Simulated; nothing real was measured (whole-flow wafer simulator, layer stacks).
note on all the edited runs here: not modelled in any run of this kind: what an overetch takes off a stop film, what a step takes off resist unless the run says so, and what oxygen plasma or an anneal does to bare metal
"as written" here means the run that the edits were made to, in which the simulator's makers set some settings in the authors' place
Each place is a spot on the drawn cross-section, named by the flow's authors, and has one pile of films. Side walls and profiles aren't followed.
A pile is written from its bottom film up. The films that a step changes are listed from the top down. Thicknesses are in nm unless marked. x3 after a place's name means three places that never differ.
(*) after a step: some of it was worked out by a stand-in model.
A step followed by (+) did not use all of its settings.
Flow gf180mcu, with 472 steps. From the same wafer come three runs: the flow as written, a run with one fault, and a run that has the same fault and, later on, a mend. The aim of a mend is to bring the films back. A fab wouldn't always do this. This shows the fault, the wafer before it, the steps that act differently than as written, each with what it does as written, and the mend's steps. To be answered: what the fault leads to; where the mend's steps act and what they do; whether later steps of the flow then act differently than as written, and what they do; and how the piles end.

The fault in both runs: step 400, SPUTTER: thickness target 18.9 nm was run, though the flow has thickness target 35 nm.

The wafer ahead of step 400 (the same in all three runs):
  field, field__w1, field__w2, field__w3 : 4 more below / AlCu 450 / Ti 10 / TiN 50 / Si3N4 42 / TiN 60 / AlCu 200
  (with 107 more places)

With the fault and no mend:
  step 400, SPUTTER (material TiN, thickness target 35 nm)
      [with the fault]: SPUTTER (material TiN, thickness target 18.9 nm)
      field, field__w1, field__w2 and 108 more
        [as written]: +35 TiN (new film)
        [with the fault]: +18.9 TiN (new film)
  Steps further on in the flow that do not act as written (not shown: 8 more steps that differ only slightly, by at most 2% or 0.5 nm, whichever is larger):
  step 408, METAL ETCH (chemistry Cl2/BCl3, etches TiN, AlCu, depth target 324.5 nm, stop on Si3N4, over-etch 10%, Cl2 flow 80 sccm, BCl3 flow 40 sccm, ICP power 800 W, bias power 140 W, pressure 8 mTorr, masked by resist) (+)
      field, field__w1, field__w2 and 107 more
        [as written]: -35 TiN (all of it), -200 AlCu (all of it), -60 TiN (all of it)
        [with the fault]: -18.9 TiN (all of it), -200 AlCu (all of it), -60 TiN (all of it)
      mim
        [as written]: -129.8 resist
        [with the fault]: -122.7 resist
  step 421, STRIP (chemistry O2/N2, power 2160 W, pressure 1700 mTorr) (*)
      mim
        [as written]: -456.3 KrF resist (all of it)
        [with the fault]: -468.4 KrF resist (all of it)
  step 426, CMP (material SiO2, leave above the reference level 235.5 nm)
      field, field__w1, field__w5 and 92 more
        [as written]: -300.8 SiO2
        [with the fault]: -316.9 SiO2
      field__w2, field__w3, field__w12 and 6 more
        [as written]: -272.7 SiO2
        [with the fault]: -288.8 SiO2
  At mim, the piles at the end differ from the flow's by more than 2% or 0.5 nm, whichever is larger.
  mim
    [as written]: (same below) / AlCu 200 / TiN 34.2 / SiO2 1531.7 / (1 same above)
    [with the fault]: (same below) / AlCu 200 / TiN 18.1 / SiO2 1531.7 / (1 same above)

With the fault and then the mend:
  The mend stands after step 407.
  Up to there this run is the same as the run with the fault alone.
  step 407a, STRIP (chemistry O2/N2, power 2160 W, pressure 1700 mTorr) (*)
      mim
        -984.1 resist (all of it)
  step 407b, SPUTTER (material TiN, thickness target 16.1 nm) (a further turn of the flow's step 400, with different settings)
      field, field__w1, field__w2 and 108 more
        +16.1 TiN
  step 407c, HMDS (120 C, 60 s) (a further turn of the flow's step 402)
      leaves every film unchanged at each place that is followed
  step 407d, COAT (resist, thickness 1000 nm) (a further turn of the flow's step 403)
      field, field__w1, field__w2 and 108 more
        +1000 resist (new film)
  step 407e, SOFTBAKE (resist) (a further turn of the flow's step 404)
      leaves every film unchanged at each place that is followed
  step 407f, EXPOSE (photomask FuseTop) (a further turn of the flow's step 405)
      leaves every film unchanged at each place that is followed
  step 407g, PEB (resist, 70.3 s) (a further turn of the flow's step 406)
      field, field__w1, field__w2 and 108 more
        -15.9 resist
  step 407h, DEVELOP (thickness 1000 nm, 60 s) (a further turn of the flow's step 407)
      field, field__w1, field__w2 and 107 more
        -984.1 resist (all of it)
  Later steps of the flow that are run all act as written at every place that is followed.
  The piles end the same as the flow's at every place that both follow.
